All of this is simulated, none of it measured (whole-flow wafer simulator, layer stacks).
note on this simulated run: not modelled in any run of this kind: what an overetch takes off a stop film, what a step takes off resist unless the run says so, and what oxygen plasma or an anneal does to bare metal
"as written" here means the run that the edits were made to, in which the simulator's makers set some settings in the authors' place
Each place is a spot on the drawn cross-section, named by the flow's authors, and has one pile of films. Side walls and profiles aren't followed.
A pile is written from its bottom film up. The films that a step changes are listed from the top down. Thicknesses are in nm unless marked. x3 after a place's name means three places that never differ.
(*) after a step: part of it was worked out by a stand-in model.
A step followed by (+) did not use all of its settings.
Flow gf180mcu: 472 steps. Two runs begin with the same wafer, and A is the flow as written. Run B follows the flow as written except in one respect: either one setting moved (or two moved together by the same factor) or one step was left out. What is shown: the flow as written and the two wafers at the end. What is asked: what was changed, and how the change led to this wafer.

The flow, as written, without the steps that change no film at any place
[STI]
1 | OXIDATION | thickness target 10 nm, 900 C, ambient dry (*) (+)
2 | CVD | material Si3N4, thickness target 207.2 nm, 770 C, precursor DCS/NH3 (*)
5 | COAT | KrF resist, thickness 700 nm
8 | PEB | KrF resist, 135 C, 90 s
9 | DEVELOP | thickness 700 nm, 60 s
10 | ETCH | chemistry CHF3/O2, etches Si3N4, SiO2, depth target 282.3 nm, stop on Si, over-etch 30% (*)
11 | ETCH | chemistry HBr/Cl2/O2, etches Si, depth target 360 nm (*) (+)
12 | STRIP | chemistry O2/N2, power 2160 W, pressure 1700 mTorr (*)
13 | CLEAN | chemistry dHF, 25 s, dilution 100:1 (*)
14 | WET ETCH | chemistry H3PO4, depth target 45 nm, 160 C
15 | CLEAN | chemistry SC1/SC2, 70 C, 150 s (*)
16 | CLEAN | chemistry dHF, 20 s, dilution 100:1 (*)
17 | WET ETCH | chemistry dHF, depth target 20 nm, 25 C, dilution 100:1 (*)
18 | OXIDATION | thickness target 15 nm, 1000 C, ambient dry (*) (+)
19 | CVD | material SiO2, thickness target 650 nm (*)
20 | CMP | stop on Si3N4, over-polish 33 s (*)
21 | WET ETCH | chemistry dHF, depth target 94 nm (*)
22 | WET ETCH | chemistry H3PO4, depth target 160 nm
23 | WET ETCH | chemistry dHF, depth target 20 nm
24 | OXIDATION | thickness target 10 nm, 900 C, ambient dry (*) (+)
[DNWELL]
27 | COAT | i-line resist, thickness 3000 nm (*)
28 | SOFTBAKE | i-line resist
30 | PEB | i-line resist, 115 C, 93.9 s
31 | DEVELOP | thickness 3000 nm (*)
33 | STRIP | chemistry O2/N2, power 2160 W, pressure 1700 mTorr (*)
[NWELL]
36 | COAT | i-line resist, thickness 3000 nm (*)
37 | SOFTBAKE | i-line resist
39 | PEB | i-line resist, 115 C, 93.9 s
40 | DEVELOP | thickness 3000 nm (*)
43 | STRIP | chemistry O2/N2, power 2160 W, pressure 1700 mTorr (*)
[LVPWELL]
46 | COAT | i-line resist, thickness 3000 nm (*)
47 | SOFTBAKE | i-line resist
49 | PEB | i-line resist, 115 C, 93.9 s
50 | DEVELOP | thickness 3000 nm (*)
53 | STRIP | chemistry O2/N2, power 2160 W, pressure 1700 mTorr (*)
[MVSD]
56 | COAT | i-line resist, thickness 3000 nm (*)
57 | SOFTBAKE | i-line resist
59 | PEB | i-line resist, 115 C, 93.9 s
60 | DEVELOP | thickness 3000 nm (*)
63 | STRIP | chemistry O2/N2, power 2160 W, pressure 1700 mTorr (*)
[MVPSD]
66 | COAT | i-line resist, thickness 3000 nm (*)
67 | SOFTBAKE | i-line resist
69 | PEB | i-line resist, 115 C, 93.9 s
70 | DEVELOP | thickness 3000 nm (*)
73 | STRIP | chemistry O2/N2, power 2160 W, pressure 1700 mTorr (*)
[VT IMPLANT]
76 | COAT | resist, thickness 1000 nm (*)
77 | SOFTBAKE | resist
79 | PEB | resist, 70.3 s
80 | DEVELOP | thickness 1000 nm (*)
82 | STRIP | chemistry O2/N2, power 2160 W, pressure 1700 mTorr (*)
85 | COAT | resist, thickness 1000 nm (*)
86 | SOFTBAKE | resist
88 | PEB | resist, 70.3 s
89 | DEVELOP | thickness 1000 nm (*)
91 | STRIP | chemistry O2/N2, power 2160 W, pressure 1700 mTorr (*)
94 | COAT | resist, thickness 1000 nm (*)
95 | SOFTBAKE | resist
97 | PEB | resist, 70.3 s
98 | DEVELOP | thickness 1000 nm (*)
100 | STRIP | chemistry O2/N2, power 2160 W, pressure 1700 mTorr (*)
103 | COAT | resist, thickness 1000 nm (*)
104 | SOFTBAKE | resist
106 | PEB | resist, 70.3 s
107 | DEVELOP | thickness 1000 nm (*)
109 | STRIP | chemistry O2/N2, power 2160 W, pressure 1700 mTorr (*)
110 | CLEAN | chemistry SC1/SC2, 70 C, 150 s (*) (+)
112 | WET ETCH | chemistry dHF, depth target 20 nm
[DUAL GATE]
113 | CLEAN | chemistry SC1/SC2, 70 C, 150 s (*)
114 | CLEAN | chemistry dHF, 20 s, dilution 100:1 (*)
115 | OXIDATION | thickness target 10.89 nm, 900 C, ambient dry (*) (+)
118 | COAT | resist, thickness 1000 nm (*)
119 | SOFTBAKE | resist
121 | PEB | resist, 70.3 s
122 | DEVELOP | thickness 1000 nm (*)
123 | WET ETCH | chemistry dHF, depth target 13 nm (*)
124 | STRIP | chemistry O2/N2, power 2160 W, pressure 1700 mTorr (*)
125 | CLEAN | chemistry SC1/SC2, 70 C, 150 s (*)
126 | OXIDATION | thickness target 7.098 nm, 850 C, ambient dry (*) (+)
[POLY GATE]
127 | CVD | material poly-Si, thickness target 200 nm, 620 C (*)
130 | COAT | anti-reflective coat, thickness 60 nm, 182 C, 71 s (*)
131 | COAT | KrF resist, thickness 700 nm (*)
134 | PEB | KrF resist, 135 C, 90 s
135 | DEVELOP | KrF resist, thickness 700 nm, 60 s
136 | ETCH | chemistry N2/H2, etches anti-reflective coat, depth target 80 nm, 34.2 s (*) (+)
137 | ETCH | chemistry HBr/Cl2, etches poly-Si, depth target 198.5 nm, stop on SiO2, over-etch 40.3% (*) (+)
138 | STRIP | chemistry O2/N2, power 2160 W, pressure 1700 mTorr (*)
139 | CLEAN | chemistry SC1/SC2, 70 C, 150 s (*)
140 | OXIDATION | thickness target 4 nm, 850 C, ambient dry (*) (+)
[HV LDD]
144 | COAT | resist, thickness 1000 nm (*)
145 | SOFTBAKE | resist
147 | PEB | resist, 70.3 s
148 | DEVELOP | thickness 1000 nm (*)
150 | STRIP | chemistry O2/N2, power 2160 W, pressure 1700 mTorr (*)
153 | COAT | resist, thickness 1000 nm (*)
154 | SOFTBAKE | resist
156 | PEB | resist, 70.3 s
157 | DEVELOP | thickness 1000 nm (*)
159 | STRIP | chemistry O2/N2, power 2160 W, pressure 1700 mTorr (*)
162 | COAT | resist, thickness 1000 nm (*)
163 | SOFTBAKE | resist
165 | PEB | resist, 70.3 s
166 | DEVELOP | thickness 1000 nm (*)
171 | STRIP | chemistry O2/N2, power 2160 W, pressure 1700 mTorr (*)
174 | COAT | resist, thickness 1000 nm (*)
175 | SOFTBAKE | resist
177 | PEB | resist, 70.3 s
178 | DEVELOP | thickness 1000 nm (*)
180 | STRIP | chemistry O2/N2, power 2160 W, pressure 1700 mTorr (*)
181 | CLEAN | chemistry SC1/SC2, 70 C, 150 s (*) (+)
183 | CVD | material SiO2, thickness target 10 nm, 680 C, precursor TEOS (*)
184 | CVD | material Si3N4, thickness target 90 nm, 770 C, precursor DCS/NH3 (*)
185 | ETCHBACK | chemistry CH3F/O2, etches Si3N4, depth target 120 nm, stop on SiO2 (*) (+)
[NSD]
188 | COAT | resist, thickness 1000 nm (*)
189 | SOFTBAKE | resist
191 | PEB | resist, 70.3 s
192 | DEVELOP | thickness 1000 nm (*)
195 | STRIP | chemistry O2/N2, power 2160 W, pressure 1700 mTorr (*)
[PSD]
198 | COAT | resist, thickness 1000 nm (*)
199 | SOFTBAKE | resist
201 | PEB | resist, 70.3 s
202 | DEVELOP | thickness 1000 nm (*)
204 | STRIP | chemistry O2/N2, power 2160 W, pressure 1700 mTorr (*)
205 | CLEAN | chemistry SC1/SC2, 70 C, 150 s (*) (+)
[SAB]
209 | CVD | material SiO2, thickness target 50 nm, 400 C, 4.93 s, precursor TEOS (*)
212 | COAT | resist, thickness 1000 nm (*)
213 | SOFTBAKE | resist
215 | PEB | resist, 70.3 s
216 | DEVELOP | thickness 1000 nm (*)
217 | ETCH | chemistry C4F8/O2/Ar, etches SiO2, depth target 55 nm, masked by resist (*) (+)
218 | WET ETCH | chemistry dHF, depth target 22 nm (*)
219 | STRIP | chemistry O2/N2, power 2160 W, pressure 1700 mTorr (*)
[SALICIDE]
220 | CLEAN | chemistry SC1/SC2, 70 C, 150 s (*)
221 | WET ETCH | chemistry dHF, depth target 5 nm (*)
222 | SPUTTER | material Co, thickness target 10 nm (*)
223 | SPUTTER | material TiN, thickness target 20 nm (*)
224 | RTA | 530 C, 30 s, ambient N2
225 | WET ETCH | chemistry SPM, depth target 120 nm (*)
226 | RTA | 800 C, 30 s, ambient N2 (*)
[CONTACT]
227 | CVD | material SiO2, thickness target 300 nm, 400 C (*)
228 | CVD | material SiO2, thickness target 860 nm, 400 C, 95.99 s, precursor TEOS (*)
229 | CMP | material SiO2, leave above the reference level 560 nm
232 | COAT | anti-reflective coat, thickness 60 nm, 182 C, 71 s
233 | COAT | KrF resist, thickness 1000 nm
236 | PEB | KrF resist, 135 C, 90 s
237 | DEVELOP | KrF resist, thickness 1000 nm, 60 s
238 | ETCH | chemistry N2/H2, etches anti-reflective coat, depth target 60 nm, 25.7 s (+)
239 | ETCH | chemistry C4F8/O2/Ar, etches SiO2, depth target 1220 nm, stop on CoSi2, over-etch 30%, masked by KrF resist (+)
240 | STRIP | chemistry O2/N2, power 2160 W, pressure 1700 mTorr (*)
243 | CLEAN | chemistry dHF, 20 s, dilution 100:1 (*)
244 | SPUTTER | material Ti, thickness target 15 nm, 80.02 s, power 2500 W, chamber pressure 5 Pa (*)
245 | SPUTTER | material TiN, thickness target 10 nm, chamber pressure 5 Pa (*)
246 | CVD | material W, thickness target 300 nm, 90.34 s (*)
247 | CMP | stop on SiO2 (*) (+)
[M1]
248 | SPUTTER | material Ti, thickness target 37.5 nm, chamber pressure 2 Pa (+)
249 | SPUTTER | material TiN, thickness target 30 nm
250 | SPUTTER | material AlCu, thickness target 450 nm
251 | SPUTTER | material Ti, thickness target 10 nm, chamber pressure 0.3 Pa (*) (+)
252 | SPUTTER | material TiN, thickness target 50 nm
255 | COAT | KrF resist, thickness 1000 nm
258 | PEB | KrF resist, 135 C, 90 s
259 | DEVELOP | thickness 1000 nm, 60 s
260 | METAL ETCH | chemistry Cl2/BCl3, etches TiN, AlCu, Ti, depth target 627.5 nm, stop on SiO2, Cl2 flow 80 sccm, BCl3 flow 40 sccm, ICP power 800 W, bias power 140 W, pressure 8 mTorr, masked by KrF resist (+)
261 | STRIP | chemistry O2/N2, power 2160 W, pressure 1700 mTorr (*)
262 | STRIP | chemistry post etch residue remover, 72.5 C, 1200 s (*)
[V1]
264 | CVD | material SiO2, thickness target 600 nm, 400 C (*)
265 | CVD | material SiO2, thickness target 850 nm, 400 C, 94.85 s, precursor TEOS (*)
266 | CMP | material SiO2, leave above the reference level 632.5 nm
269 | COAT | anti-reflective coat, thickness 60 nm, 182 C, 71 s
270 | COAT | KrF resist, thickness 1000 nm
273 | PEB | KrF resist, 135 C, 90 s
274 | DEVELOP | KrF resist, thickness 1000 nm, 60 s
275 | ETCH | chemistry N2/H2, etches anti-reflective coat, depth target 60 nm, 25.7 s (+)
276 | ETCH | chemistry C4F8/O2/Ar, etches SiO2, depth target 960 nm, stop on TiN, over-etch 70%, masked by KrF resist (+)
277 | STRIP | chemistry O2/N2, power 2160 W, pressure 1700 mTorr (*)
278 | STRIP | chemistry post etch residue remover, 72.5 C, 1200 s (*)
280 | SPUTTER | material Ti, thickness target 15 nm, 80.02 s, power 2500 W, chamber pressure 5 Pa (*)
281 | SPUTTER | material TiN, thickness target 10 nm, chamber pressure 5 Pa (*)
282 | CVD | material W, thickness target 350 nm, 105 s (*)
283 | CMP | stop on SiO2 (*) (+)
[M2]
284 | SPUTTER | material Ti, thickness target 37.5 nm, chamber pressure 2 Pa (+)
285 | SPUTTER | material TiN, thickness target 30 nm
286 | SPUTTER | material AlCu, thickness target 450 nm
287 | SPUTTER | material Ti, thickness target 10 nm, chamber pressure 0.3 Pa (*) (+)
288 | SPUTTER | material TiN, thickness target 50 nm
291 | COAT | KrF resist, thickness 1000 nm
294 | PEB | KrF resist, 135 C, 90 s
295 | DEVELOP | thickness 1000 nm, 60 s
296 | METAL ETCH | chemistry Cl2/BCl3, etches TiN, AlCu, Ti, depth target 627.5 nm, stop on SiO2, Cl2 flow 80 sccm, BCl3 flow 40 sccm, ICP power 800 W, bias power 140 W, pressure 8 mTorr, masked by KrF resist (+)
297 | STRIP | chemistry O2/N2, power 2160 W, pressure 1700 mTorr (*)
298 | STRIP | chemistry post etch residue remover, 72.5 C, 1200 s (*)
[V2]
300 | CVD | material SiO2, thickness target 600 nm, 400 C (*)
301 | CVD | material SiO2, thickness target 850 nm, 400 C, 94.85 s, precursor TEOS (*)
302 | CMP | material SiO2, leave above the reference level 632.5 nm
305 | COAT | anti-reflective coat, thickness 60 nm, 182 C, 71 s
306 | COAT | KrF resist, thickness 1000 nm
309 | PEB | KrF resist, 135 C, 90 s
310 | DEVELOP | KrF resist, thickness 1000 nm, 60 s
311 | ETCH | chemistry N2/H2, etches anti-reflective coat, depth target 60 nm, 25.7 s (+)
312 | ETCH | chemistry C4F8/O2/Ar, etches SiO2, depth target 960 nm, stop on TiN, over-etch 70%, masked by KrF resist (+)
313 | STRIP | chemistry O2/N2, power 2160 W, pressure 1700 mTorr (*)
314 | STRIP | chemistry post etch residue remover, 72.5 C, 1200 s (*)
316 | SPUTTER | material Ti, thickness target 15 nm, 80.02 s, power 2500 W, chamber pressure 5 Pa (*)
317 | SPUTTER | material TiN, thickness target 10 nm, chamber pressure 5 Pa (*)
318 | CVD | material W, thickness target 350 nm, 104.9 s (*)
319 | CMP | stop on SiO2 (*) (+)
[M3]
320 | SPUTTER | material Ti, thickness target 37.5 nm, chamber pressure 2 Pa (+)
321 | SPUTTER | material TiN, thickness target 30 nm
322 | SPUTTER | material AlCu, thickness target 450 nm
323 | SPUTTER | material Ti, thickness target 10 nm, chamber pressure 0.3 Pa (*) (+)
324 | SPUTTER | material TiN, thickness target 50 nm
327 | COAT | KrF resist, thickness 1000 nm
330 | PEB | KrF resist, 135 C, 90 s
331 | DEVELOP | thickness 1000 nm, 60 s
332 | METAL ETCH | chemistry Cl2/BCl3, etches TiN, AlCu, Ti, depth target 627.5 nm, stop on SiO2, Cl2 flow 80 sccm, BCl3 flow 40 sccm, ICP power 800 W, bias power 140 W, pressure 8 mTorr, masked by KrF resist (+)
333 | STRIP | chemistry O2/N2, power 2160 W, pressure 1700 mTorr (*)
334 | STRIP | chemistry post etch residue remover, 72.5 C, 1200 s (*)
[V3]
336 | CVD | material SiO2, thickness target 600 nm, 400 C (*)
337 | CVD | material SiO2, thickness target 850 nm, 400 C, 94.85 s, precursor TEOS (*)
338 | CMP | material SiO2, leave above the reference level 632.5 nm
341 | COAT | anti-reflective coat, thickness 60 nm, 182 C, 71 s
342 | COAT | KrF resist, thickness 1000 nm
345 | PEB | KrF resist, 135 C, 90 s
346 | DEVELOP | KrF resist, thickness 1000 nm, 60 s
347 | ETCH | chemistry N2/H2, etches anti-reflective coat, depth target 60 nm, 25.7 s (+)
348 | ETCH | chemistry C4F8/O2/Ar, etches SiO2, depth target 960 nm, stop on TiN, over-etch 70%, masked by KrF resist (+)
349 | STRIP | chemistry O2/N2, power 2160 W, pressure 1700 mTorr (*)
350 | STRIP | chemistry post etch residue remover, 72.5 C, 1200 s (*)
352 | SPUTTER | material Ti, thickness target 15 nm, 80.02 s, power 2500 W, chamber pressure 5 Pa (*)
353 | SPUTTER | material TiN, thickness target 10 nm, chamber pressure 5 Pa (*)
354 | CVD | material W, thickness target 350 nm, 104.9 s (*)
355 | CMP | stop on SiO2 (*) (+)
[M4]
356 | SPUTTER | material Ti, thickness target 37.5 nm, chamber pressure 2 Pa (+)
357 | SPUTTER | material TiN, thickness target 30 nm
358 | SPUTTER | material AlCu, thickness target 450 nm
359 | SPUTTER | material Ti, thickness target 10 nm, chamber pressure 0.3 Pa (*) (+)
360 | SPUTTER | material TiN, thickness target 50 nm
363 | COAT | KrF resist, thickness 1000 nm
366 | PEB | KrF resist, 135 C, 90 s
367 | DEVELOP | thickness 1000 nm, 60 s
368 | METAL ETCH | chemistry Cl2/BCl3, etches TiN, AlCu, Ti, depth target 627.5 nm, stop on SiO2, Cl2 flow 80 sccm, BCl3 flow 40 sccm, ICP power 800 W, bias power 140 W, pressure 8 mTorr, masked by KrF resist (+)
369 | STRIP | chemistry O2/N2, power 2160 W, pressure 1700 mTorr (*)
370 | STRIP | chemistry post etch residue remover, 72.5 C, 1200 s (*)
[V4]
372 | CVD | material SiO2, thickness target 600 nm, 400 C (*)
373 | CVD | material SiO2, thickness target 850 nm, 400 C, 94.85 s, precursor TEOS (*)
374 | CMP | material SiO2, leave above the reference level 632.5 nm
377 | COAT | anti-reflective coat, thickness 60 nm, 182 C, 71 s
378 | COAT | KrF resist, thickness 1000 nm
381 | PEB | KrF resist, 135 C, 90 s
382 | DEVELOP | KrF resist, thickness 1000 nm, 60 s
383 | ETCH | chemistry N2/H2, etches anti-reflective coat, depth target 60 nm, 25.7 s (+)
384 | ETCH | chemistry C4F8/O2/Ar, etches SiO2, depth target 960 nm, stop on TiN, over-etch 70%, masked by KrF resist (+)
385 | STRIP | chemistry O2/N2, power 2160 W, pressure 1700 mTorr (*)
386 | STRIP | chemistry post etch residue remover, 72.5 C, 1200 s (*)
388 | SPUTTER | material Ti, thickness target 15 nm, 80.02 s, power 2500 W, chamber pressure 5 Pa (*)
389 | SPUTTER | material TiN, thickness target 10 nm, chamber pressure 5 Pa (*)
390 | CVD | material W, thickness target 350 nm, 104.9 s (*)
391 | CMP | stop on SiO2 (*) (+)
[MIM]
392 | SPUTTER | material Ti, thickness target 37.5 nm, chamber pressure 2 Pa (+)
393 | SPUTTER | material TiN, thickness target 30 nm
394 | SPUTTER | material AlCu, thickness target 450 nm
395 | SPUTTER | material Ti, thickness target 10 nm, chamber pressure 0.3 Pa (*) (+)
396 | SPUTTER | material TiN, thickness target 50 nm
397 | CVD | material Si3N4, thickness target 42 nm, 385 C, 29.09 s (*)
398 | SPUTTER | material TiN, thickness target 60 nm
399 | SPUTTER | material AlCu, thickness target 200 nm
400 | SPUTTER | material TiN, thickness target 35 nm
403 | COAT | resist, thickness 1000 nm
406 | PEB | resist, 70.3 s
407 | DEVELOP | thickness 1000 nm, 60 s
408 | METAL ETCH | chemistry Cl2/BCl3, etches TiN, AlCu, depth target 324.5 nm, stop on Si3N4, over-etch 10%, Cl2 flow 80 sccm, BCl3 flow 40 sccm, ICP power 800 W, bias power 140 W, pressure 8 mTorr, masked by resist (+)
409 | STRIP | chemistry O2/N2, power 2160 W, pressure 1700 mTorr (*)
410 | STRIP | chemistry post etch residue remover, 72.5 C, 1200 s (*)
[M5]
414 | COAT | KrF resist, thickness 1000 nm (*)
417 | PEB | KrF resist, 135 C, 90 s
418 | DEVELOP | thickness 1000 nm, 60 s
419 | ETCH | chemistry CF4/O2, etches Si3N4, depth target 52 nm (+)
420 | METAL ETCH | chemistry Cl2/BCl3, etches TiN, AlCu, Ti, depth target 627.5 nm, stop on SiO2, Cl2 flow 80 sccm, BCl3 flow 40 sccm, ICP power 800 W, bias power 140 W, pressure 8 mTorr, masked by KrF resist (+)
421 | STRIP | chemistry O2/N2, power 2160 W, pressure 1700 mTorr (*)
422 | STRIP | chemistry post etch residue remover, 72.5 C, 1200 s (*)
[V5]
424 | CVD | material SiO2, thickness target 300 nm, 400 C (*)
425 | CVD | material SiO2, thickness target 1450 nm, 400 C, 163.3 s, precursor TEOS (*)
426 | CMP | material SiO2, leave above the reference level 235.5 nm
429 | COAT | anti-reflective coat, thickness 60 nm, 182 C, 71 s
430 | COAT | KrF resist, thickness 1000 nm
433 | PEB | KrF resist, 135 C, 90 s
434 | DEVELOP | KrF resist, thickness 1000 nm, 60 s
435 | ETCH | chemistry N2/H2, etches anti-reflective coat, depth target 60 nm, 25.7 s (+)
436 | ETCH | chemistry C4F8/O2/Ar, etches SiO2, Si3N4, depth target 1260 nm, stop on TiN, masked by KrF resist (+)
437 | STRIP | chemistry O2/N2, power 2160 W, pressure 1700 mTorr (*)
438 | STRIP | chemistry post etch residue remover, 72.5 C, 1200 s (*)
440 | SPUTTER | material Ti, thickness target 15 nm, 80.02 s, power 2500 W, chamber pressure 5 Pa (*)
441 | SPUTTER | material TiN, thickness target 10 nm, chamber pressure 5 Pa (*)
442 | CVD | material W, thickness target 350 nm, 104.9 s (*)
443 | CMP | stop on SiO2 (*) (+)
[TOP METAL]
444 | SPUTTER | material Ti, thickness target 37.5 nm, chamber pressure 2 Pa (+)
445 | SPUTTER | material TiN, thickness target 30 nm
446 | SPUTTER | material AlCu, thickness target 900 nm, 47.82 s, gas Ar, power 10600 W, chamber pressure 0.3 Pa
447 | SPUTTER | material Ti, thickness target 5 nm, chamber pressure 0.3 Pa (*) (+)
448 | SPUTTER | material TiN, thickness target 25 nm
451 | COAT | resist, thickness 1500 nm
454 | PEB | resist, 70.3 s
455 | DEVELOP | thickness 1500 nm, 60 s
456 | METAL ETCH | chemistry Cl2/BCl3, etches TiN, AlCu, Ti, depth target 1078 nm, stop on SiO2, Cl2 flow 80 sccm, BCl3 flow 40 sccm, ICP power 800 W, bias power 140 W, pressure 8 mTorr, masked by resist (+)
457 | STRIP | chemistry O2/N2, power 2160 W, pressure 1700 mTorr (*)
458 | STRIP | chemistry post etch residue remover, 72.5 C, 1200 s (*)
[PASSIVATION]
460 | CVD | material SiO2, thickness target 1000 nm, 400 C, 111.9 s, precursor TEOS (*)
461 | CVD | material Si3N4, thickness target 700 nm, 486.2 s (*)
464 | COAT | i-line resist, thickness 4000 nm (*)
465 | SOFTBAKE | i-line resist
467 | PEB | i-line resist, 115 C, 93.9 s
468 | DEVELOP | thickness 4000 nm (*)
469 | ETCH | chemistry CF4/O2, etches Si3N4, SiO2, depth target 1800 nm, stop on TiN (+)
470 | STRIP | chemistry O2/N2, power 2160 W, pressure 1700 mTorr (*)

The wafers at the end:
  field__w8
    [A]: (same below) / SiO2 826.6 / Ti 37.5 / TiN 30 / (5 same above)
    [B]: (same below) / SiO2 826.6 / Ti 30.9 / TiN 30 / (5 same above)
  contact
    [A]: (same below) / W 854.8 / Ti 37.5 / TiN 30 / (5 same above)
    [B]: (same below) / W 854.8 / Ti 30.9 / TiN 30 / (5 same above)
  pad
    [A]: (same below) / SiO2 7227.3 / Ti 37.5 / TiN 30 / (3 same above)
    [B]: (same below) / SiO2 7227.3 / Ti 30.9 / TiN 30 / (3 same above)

The reason: step 444, SPUTTER: thickness target 30.9 nm was run, whereas the flow has thickness target 37.5 nm.
One can read it off the wafer: field__w8 has Ti 30.9, and step 444 as written asks for 37.5 nm.

The path from the change to this, step by step:
  444 | SPUTTER | material Ti, thickness target 37.5 nm, chamber pressure 2 Pa (+)
      field, field__w1, field__w2 and 109 more: A Ti gains 37.5 (new film) | B Ti gains 30.9 (new film)
  456 | METAL ETCH | chemistry Cl2/BCl3, etches TiN, AlCu, Ti, depth target 1078 nm, stop on SiO2, Cl2 flow 80 sccm, BCl3 flow 40 sccm, ICP power 800 W, bias power 140 W, pressure 8 mTorr, masked by resist (+)
      field, field__w1, field__w2 and 103 more: A TiN loses 25 (all of it), Ti loses 5 (all of it), AlCu loses 900 (all of it), TiN loses 30 (all of it), Ti loses 37.5 (all of it) | B TiN loses 25 (all of it), Ti loses 5 (all of it), AlCu loses 900 (all of it), TiN loses 30 (all of it), Ti loses 30.9 (all of it)
